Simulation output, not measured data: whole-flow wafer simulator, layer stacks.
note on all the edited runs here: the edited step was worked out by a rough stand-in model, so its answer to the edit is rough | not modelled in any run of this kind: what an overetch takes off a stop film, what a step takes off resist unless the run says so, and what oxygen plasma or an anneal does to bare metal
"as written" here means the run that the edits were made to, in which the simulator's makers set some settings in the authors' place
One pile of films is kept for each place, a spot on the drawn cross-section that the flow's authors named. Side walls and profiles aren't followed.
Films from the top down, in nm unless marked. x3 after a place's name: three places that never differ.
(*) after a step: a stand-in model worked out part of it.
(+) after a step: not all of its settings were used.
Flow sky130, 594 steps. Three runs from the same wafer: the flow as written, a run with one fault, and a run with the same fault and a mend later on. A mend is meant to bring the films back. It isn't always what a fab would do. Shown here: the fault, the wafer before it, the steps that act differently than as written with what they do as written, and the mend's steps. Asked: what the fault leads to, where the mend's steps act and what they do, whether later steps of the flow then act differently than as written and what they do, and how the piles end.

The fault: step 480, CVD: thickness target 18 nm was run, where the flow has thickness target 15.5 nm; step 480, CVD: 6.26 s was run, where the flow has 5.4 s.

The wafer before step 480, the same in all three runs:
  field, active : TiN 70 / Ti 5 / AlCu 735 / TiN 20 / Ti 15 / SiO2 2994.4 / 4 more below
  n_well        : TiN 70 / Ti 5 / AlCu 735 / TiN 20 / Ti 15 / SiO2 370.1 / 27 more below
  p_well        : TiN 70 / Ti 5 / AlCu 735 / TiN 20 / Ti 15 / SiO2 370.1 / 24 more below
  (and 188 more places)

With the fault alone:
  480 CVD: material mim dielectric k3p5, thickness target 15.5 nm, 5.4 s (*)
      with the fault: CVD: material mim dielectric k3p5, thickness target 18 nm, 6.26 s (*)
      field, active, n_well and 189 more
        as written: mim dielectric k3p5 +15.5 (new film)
        with the fault: mim dielectric k3p5 +18 (new film)
  Later steps of the flow that act differently than as written (2 more steps differ only slightly, by at most 2% or 0.5 nm, whichever is larger, and aren't shown):
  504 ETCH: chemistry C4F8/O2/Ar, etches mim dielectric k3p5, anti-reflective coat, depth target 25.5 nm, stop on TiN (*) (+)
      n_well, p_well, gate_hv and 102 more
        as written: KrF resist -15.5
        with the fault: KrF resist -17
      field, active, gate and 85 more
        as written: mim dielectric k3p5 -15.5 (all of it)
        with the fault: mim dielectric k3p5 -18 (all of it)
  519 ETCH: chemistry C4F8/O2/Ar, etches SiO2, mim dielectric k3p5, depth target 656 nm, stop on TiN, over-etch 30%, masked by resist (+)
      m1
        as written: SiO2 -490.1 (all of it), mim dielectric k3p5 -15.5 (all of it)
        with the fault: SiO2 -487.6 (all of it), mim dielectric k3p5 -18 (all of it)
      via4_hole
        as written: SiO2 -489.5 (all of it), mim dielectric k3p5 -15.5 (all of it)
        with the fault: SiO2 -487 (all of it), mim dielectric k3p5 -18 (all of it)
  At the end the piles differ from the flow's by more than 2% or 0.5 nm, whichever is larger, at n_well, p_well, gate_hv and 100 more.
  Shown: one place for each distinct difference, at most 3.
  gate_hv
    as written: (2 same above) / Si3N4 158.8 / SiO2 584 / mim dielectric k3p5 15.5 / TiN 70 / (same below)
    with the fault: (2 same above) / Si3N4 158.8 / SiO2 581.5 / mim dielectric k3p5 18 / TiN 70 / (same below)
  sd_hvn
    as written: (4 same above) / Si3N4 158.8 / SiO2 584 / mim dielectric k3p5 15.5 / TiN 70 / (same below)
    with the fault: (4 same above) / Si3N4 158.8 / SiO2 581.5 / mim dielectric k3p5 18 / TiN 70 / (same below)
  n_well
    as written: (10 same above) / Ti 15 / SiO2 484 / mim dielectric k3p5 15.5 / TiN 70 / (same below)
    with the fault: (10 same above) / Ti 15 / SiO2 481.5 / mim dielectric k3p5 18 / TiN 70 / (same below)

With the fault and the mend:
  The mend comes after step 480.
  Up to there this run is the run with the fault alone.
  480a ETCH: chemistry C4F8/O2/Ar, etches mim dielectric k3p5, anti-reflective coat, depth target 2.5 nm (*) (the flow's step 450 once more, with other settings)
      field, active, n_well and 189 more
        mim dielectric k3p5 -2.5
  No later step of the flow acts differently than as written at any place that is followed.
  At the end the piles are the same as the flow's at every place that both follow.
